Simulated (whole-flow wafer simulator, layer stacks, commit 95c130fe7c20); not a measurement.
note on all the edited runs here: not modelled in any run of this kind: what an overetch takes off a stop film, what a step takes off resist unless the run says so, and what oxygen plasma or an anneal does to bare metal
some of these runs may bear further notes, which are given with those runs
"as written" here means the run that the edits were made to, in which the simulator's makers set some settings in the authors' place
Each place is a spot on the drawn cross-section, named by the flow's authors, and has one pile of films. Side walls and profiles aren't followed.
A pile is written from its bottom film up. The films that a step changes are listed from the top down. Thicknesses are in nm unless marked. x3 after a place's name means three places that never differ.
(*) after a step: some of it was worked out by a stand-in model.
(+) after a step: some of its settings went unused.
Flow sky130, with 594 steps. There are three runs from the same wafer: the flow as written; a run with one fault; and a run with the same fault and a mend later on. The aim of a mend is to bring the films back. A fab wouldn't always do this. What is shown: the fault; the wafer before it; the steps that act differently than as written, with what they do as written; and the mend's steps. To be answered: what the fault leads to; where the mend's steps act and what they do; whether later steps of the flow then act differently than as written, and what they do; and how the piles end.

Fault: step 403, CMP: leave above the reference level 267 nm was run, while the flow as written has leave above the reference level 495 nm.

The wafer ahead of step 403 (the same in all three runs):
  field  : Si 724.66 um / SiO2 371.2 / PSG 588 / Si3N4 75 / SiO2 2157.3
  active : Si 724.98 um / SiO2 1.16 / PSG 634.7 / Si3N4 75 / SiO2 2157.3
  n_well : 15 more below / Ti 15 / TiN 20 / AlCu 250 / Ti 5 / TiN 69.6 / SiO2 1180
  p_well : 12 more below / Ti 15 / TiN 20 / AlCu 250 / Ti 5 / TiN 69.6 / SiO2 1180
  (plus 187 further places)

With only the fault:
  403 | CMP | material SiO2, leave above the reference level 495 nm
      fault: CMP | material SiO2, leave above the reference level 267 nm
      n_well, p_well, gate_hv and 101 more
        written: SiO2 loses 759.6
        fault: SiO2 loses 987.6
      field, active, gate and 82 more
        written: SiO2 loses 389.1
        fault: SiO2 loses 617.1
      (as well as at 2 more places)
  Steps later in the flow that act otherwise than as written (2 more steps, not shown, differ only slightly: by at most 2% or 0.5 nm, whichever is larger):
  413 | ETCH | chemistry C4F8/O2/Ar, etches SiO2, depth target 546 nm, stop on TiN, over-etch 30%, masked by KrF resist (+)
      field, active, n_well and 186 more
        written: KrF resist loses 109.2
        fault: KrF resist loses 50
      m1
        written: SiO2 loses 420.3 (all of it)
        fault: SiO2 loses 192.3 (all of it)
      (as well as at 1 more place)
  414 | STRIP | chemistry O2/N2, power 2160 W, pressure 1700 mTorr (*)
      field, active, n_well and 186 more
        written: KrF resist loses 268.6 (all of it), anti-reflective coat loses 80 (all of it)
        fault: KrF resist loses 327.8 (all of it), anti-reflective coat loses 80 (all of it)
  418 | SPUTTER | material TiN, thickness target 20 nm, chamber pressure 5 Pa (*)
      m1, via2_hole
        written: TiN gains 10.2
        fault: TiN gains 13.7
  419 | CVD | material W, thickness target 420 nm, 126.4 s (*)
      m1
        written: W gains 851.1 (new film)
        fault: W gains 619.6 (new film)
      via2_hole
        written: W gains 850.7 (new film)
        fault: W gains 619.2 (new film)
  By the end, the piles at field, active, n_well and 190 more depart from the flow's by more than 2% or 0.5 nm, whichever is larger.
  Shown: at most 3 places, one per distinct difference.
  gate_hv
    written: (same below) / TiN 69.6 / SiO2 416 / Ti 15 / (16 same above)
    fault: (same below) / TiN 69.6 / SiO2 188 / Ti 15 / (16 same above)
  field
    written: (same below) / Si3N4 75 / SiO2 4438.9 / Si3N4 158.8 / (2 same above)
    fault: (same below) / Si3N4 75 / SiO2 4210.9 / Si3N4 158.8 / (2 same above)
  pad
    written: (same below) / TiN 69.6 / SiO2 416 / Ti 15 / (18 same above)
    fault: (same below) / TiN 69.6 / SiO2 188 / Ti 15 / (18 same above)

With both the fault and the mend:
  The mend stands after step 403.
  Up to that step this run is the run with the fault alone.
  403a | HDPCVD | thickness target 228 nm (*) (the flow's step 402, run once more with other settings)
      field, active, n_well and 188 more
        SiO2 gains 228
  Every later step of the flow that is run acts as written, at every place that is followed, to within 2% or 0.5 nm, whichever is larger.
  By the end, the piles equal the flow's at every place that both follow.
